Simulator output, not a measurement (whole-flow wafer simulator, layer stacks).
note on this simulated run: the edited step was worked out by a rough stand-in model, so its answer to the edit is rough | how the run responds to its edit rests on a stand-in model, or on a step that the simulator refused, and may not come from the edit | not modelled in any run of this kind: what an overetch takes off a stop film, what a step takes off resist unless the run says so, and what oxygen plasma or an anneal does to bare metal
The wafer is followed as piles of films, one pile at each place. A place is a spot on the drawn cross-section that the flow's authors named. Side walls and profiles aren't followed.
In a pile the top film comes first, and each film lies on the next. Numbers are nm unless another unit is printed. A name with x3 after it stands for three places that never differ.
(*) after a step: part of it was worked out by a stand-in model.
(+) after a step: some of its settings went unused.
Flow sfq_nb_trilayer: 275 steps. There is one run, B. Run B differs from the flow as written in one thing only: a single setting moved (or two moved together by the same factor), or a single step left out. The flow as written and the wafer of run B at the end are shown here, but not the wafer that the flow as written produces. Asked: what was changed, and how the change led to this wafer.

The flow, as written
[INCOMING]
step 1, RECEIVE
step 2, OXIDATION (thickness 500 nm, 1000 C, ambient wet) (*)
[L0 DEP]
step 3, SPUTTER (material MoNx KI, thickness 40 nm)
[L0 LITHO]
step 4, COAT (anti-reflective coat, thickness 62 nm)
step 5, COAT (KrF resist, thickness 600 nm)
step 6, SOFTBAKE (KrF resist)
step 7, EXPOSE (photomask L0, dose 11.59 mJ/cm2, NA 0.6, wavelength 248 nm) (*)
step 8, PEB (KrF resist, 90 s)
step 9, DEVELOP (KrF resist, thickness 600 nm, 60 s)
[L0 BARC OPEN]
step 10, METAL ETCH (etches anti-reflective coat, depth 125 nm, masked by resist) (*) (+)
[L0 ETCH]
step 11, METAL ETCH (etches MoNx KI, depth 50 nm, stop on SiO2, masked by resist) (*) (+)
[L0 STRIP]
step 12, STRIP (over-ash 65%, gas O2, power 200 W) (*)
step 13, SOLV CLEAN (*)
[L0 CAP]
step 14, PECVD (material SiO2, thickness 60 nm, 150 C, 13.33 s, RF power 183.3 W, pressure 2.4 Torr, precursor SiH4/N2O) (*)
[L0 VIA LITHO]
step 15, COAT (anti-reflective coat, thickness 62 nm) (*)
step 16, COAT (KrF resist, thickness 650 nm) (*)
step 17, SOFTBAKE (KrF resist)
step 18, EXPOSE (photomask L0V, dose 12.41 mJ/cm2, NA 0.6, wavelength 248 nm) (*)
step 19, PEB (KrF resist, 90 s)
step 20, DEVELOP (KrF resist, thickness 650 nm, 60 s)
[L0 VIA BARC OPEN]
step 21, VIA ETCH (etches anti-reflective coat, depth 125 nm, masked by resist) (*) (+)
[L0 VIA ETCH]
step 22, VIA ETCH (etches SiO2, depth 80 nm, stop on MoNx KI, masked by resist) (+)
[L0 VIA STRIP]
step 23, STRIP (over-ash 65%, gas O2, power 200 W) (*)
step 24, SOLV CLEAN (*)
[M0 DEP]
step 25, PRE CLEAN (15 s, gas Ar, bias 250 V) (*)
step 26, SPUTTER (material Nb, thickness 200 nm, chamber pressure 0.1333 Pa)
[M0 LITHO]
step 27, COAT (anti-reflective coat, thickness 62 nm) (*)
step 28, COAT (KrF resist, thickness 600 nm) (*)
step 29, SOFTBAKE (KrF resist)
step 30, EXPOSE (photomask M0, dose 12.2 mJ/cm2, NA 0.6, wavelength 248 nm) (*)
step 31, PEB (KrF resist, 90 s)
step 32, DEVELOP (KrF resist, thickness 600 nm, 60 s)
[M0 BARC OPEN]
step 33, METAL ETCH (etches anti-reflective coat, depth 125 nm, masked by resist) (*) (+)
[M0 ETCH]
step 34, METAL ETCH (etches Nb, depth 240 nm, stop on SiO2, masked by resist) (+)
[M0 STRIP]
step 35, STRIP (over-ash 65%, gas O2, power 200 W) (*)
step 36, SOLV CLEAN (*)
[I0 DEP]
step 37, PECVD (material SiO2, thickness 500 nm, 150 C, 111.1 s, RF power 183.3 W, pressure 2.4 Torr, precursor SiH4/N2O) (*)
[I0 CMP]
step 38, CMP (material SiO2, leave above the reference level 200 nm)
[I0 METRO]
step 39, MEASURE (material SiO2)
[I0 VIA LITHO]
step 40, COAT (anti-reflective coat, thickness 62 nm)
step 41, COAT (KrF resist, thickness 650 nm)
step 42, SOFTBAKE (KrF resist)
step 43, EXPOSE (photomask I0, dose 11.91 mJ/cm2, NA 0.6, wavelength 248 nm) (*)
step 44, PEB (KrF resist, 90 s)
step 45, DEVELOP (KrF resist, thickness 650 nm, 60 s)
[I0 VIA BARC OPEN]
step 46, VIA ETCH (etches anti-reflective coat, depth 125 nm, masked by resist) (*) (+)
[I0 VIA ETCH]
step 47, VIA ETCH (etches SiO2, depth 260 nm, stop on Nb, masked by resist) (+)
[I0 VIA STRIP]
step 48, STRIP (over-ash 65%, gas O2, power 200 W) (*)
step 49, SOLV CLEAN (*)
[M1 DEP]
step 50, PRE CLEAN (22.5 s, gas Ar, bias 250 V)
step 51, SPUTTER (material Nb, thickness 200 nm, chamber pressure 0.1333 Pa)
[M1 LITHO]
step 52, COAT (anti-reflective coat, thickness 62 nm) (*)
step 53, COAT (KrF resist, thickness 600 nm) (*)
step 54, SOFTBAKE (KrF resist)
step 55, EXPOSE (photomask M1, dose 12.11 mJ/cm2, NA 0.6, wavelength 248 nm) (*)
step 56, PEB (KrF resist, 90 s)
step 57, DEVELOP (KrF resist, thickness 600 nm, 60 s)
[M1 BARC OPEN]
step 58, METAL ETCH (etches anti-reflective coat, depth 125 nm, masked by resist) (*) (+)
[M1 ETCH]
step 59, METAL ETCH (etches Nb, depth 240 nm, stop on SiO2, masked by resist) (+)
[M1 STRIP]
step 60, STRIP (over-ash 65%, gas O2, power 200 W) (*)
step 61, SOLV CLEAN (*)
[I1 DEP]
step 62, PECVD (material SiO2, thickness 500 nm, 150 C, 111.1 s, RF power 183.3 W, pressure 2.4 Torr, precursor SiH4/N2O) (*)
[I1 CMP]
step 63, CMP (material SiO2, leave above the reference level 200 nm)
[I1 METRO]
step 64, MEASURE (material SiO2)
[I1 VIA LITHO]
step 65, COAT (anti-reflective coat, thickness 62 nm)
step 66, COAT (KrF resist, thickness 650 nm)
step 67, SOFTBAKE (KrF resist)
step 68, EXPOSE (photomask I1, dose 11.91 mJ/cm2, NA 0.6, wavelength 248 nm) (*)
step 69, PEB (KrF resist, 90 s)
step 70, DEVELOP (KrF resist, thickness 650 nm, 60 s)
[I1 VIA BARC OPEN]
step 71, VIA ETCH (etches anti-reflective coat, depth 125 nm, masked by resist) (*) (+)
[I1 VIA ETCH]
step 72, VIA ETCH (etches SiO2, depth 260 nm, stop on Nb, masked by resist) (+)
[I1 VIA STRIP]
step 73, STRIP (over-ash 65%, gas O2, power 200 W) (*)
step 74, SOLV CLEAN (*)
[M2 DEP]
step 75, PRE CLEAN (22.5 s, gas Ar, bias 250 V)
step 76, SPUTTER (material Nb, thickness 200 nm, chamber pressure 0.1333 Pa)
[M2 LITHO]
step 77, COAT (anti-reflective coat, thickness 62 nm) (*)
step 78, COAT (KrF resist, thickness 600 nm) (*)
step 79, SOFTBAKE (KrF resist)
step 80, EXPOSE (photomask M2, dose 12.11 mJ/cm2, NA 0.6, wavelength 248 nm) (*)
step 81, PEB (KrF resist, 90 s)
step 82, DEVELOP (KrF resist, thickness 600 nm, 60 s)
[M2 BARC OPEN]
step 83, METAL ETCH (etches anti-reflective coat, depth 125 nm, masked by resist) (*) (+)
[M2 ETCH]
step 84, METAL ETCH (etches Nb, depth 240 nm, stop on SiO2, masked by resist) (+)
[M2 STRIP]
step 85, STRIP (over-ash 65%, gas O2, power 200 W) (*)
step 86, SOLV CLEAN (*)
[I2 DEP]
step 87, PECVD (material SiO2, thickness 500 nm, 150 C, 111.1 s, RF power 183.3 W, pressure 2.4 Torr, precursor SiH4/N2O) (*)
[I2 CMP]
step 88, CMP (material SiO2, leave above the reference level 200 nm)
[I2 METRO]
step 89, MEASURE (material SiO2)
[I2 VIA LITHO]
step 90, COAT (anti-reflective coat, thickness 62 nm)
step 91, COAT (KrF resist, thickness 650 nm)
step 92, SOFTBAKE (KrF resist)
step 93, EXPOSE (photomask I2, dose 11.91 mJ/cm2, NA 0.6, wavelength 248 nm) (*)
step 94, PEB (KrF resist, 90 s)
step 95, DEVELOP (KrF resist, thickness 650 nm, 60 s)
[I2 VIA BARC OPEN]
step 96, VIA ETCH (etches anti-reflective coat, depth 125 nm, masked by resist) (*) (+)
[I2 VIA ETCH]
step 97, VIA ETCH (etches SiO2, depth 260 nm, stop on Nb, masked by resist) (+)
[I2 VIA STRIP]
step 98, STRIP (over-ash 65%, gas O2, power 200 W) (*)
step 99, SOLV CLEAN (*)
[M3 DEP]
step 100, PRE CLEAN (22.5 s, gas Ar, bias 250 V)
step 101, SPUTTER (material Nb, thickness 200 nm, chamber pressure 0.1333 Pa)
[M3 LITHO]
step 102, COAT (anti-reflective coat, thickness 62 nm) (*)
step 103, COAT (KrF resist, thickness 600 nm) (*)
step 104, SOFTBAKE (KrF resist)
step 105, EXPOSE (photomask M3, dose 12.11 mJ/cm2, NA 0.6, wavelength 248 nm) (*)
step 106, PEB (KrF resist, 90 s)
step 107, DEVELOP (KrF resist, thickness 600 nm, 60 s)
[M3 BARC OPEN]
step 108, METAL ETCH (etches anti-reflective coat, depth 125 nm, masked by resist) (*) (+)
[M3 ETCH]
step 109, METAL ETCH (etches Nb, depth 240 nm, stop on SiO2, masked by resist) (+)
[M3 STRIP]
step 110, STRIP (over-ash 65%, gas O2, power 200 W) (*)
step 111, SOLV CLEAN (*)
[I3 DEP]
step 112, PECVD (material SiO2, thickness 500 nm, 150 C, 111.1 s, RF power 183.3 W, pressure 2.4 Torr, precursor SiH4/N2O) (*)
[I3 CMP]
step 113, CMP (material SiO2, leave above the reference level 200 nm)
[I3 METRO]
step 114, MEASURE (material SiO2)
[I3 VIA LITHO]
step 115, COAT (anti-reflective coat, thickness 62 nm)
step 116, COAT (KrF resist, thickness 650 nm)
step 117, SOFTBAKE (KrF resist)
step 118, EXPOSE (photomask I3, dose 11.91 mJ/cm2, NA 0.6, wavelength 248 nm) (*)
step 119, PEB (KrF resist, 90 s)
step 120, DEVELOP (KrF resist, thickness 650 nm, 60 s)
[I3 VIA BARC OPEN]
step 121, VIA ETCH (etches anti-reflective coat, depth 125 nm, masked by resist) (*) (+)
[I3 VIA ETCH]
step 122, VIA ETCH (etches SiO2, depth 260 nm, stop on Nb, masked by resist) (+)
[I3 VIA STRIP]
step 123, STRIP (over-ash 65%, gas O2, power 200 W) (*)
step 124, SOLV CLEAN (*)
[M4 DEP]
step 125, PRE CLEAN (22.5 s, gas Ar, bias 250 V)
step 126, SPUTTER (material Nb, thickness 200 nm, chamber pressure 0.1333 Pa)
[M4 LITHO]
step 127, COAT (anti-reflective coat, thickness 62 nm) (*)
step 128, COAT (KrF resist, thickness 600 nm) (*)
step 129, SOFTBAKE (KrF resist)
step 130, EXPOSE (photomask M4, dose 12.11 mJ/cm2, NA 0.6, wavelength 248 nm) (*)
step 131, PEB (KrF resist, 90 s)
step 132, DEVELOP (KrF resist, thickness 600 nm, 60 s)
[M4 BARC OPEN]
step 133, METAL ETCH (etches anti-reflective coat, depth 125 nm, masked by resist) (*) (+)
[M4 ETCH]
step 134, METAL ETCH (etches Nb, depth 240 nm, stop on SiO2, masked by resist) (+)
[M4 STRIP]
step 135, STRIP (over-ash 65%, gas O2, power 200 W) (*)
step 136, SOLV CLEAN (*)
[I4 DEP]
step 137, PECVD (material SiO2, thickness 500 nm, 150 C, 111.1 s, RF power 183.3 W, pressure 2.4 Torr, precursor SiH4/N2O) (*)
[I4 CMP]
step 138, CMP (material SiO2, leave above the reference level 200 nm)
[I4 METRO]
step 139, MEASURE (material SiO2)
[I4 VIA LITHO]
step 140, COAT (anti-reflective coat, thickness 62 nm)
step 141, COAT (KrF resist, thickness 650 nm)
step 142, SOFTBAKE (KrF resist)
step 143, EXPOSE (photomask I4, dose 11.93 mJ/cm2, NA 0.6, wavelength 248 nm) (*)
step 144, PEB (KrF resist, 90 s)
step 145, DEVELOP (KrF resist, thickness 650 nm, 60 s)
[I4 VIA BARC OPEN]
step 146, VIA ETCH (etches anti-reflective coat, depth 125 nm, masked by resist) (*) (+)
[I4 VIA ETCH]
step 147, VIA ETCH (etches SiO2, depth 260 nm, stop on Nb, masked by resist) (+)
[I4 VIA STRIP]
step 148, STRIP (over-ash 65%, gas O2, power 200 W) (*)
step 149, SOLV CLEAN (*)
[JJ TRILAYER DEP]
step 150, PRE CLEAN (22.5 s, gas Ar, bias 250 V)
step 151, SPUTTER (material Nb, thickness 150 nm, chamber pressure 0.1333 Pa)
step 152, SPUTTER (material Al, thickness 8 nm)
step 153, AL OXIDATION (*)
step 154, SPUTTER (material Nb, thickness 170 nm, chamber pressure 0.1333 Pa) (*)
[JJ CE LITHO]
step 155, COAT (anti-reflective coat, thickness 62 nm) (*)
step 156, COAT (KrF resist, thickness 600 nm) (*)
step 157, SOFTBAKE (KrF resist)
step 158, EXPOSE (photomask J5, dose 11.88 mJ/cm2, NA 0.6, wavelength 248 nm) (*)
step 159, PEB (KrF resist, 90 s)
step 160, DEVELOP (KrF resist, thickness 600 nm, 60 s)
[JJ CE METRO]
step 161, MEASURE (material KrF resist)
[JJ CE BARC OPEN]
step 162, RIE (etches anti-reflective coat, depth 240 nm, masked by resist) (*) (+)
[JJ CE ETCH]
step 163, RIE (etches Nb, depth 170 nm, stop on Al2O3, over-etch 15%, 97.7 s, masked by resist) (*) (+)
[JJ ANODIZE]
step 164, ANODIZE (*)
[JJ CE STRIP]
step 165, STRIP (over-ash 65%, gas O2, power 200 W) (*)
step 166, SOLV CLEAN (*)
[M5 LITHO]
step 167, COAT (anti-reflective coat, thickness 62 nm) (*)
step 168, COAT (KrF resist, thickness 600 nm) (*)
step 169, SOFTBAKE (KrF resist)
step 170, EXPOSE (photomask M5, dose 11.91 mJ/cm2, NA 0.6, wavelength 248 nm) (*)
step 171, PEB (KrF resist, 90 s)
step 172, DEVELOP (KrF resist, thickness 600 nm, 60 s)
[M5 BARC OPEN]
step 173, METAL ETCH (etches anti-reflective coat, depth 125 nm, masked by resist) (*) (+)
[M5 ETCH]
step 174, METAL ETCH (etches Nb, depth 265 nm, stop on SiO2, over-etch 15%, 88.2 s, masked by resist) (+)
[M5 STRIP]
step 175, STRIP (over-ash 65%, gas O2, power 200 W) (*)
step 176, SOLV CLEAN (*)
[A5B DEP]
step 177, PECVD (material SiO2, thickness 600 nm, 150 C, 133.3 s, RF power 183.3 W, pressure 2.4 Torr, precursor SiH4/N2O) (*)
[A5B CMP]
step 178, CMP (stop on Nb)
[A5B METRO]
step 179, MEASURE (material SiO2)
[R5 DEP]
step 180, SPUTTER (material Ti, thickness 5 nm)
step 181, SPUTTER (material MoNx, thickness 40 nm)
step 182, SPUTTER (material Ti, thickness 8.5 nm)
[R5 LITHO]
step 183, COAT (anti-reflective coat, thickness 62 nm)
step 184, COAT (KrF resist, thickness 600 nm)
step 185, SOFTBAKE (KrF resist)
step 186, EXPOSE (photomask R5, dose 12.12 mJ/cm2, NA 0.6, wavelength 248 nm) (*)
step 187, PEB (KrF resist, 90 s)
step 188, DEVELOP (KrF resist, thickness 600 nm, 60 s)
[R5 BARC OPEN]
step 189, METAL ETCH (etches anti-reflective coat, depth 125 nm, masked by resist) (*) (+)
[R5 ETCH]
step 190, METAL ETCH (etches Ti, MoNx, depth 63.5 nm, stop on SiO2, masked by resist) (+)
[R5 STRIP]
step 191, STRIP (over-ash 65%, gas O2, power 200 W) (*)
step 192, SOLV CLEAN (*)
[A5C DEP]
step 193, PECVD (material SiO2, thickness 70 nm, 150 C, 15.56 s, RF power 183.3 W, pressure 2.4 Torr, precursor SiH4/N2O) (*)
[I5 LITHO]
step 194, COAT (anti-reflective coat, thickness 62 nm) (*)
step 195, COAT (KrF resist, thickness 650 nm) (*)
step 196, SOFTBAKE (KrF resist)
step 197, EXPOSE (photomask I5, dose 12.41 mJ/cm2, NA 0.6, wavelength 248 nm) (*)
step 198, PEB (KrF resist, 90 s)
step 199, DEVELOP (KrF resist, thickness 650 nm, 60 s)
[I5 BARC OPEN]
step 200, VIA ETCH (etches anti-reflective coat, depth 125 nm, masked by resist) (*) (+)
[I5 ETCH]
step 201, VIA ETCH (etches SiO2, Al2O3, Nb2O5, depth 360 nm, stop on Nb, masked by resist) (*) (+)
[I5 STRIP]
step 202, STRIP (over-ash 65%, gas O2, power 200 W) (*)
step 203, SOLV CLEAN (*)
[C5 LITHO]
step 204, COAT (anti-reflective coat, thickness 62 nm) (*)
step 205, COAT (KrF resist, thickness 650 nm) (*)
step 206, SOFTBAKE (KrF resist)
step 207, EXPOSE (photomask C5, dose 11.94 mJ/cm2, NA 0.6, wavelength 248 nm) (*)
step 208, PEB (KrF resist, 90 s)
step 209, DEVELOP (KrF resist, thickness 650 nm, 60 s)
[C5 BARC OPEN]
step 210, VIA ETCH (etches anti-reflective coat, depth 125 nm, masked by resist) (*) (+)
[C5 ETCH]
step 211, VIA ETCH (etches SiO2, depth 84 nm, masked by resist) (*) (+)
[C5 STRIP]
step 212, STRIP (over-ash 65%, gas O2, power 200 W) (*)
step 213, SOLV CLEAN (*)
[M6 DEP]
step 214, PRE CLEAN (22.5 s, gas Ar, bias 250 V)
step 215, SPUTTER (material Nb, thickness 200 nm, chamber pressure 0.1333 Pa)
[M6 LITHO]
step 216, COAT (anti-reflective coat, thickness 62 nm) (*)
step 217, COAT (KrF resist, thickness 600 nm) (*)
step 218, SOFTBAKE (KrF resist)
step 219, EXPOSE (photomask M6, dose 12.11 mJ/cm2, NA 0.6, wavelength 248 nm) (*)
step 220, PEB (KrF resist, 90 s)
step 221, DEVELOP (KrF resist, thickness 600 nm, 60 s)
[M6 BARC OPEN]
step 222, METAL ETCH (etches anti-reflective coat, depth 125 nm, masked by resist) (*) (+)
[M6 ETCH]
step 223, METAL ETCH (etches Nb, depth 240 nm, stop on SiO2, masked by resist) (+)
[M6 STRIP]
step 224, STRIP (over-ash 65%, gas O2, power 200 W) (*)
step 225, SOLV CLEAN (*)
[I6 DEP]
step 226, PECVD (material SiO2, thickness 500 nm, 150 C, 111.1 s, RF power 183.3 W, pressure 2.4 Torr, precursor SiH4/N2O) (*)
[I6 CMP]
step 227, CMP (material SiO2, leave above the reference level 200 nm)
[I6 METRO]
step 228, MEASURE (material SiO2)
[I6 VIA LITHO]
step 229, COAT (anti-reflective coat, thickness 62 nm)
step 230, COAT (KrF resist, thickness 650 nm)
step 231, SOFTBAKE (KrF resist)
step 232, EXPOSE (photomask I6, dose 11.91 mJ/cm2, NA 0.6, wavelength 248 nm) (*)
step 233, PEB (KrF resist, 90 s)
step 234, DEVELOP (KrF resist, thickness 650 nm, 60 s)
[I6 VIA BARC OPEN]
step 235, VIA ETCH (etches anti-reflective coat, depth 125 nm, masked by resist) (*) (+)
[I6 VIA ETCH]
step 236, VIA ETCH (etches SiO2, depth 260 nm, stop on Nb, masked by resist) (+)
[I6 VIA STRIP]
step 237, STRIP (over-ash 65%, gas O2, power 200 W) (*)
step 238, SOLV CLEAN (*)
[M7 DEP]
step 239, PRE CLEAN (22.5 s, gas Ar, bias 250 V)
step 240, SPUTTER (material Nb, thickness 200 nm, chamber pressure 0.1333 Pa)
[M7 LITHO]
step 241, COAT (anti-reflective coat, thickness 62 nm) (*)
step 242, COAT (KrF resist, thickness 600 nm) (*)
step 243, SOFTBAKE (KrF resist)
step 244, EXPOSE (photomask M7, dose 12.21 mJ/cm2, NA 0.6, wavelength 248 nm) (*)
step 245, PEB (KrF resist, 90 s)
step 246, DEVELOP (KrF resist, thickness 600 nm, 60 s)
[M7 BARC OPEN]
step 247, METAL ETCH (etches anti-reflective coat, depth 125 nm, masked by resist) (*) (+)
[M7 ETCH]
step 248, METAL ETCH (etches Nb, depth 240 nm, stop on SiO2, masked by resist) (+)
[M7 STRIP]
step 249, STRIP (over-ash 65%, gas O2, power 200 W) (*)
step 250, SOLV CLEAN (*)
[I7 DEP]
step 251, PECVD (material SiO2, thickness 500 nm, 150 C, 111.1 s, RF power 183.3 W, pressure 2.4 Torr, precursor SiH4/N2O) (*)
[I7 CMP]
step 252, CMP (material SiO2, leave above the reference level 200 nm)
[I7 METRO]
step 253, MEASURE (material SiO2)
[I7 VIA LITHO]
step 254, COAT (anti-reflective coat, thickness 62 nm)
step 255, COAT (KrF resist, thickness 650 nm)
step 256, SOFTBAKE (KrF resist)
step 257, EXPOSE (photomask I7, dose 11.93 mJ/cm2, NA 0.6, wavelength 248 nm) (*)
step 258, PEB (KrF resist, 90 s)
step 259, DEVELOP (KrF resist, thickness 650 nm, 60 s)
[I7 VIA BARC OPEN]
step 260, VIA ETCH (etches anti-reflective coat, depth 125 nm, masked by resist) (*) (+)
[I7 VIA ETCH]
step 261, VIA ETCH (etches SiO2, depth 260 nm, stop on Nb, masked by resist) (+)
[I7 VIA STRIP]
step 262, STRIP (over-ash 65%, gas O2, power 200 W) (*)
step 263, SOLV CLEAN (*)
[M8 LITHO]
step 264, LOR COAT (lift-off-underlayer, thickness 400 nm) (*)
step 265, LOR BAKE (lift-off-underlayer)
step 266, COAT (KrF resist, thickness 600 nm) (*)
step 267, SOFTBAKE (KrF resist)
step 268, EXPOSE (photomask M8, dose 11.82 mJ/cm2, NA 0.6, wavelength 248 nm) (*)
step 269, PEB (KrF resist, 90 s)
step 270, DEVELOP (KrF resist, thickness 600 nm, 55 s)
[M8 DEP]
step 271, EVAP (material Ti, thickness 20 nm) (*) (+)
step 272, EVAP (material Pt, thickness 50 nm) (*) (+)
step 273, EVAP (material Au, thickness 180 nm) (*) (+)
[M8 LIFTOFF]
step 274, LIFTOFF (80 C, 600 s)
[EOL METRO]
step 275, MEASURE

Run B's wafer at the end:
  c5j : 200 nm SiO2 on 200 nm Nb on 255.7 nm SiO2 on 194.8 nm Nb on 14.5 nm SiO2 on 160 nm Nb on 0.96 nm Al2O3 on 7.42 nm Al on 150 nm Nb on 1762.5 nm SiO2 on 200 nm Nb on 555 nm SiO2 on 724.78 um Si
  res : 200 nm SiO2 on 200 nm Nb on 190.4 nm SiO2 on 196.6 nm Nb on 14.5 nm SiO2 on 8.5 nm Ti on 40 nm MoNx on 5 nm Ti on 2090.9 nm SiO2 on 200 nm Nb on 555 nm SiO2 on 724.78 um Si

What caused this: step 211, VIA ETCH: depth 47.9 nm was run, though the flow has depth 84 nm.

The path from the change to this, step by step:
  step 211, VIA ETCH (etches SiO2, depth 84 nm, masked by resist) (*) (+)
      c5j: SiO2 loses 47.9 (in the flow as written it would be: SiO2 loses 69.9 (all of it), Nb loses 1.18)
      res: SiO2 loses 47.9 (in the flow as written it would be: SiO2 loses 69.9 (all of it))
      (also at 104 further places)
  step 214, PRE CLEAN (22.5 s, gas Ar, bias 250 V)
      c5j: SiO2 loses 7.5 (in the flow as written it would be: Nb loses 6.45)
      res: SiO2 loses 7.5 (in the flow as written it would be: Ti loses 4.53)
  step 215, SPUTTER (material Nb, thickness 200 nm, chamber pressure 0.1333 Pa)
      c5j: Nb gains 194.8 (new film) (in the flow as written it would be: Nb gains 188.4)
  step 216, COAT (anti-reflective coat, thickness 62 nm) (*)
      ce_l: anti-reflective coat gains 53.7 (new film) (in the flow as written it would be: anti-reflective coat gains 48 (new film))
      c5j: anti-reflective coat gains 94.7 (new film) (in the flow as written it would be: anti-reflective coat gains 110.7 (new film))
      (also at 4 further places)
  step 224, STRIP (over-ash 65%, gas O2, power 200 W) (*)
      ce_l: KrF resist loses 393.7 (all of it), anti-reflective coat loses 53.7 (all of it) (in the flow as written it would be: KrF resist loses 397.1 (all of it), anti-reflective coat loses 48 (all of it))
      c5j: KrF resist loses 408.4 (all of it), anti-reflective coat loses 94.7 (all of it) (in the flow as written it would be: KrF resist loses 418.3 (all of it), anti-reflective coat loses 110.7 (all of it))
      (also at 4 further places)
  step 226, PECVD (material SiO2, thickness 500 nm, 150 C, 111.1 s, RF power 183.3 W, pressure 2.4 Torr, precursor SiH4/N2O) (*)
      c5j: SiO2 gains 500 (new film) (in the flow as written it would be: SiO2 gains 514.7 (new film))
  step 227, CMP (material SiO2, leave above the reference level 200 nm)
      c5j: SiO2 loses 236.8 (in the flow as written it would be: SiO2 loses 223)
      res: SiO2 loses 302.1 (in the flow as written it would be: SiO2 loses 279.4)
With metal films that touch counted as one body, c5j has 5 bodies (between them, from the top down: SiO2 255.7; SiO2 14.5; Al2O3 0.96; SiO2 1762.5); the flow as written gives 4 bodies (between them, from the top down: SiO2 284.2; Al2O3 0.96; SiO2 1762.5).
With metal films that touch counted as one body, res has 4 bodies (between them, from the top down: SiO2 190.4; SiO2 14.5; SiO2 2090.9); the flow as written gives 3 bodies (between them, from the top down: SiO2 213.1; SiO2 2090.9).
